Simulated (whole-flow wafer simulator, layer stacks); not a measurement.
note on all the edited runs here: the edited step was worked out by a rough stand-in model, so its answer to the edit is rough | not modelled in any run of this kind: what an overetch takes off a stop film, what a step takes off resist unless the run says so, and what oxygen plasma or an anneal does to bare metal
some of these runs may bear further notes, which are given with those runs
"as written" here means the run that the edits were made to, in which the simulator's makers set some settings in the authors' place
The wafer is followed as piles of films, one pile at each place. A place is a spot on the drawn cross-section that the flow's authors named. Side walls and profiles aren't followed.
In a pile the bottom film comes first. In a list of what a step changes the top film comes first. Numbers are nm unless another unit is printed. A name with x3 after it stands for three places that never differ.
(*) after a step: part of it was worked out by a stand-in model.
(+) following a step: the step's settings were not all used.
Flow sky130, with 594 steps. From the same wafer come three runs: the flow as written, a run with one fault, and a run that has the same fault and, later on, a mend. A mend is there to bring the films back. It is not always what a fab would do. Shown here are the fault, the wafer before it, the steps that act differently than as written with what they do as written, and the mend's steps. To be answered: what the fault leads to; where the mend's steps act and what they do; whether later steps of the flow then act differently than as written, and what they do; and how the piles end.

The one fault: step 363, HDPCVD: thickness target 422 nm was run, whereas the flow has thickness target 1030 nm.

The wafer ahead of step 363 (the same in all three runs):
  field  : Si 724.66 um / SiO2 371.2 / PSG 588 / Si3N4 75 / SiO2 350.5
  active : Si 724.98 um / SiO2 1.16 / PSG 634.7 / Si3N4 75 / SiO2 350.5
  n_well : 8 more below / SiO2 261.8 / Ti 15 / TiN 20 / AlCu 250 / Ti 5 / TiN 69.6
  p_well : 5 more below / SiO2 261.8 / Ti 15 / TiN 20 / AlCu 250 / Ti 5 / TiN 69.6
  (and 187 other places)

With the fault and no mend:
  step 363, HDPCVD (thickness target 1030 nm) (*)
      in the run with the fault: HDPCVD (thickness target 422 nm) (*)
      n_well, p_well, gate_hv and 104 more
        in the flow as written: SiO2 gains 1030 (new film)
        in the run with the fault: SiO2 gains 422 (new film)
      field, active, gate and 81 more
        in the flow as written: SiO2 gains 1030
        in the run with the fault: SiO2 gains 422
  Steps later in the flow that act otherwise than as written (25 more steps, not shown, differ only slightly: by at most 2% or 0.5 nm, whichever is larger):
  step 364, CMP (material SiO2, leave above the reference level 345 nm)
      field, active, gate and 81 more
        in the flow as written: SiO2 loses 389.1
        in the run with the fault: nothing
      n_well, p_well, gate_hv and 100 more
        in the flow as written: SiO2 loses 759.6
        in the run with the fault: SiO2 loses 151.6
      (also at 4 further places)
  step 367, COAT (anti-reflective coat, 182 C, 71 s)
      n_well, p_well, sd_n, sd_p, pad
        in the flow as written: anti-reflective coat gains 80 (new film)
        in the run with the fault: anti-reflective coat gains 3 (new film)
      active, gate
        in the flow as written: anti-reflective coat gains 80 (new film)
        in the run with the fault: anti-reflective coat gains 53 (new film)
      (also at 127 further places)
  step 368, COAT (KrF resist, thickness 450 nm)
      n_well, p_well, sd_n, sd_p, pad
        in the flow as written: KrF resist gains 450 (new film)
        in the run with the fault: KrF resist gains 285.7 (new film)
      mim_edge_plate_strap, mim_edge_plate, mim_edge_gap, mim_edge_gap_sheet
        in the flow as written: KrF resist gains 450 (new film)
        in the run with the fault: KrF resist gains 427.2 (new film)
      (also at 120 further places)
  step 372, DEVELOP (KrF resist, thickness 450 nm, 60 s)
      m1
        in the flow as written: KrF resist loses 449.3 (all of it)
        in the run with the fault: KrF resist loses 372.4 (all of it)
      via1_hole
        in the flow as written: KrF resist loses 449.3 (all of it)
        in the run with the fault: KrF resist loses 311 (all of it)
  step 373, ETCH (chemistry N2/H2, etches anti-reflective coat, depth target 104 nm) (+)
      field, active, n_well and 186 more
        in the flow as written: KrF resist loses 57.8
        in the run with the fault: KrF resist loses 11.5
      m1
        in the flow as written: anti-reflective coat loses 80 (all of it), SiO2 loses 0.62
        in the run with the fault: anti-reflective coat loses 14.4 (all of it), SiO2 loses 0.16
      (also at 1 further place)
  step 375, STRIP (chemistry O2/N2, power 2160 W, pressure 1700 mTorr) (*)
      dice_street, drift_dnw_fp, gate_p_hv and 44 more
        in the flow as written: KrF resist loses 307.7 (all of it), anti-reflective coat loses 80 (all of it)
        in the run with the fault: KrF resist loses 353.9 (all of it), anti-reflective coat loses 80 (all of it)
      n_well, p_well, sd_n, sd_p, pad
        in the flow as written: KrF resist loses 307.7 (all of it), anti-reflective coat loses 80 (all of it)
        in the run with the fault: KrF resist loses 189.9 (all of it), anti-reflective coat loses 3 (all of it)
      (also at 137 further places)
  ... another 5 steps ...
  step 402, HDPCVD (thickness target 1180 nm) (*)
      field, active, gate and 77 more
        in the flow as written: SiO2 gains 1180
        in the run with the fault: SiO2 gains 1180 (new film)
  At field, active, gate and 84 more, the piles at the end differ from the flow's by more than 2% or 0.5 nm, whichever is larger.
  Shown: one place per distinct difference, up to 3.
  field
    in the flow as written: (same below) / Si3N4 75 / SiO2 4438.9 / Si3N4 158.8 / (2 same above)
    in the run with the fault: (same below) / Si3N4 75 / SiO2 772.5 / TiN 20 / W 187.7 / SiO2 3458.7 / Si3N4 158.8 / (2 same above)
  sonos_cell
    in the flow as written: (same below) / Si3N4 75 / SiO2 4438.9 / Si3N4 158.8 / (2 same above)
    in the run with the fault: (same below) / Si3N4 75 / SiO2 772.5 / TiN 20 / W 187.8 / SiO2 3458.7 / Si3N4 158.8 / (2 same above)
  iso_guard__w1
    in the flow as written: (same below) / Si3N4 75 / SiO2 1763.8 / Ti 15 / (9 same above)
    in the run with the fault: (same below) / Si3N4 75 / SiO2 772.5 / TiN 20 / W 187.8 / SiO2 783.6 / Ti 15 / (9 same above)

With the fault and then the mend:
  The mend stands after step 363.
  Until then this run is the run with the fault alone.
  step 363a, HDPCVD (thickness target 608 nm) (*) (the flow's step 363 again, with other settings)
      field, active, n_well and 188 more
        SiO2 gains 608
  Every later step of the flow that is run acts as written, at every place that is followed, to within 2% or 0.5 nm, whichever is larger.
  By the end, the piles equal the flow's at every place that both follow.
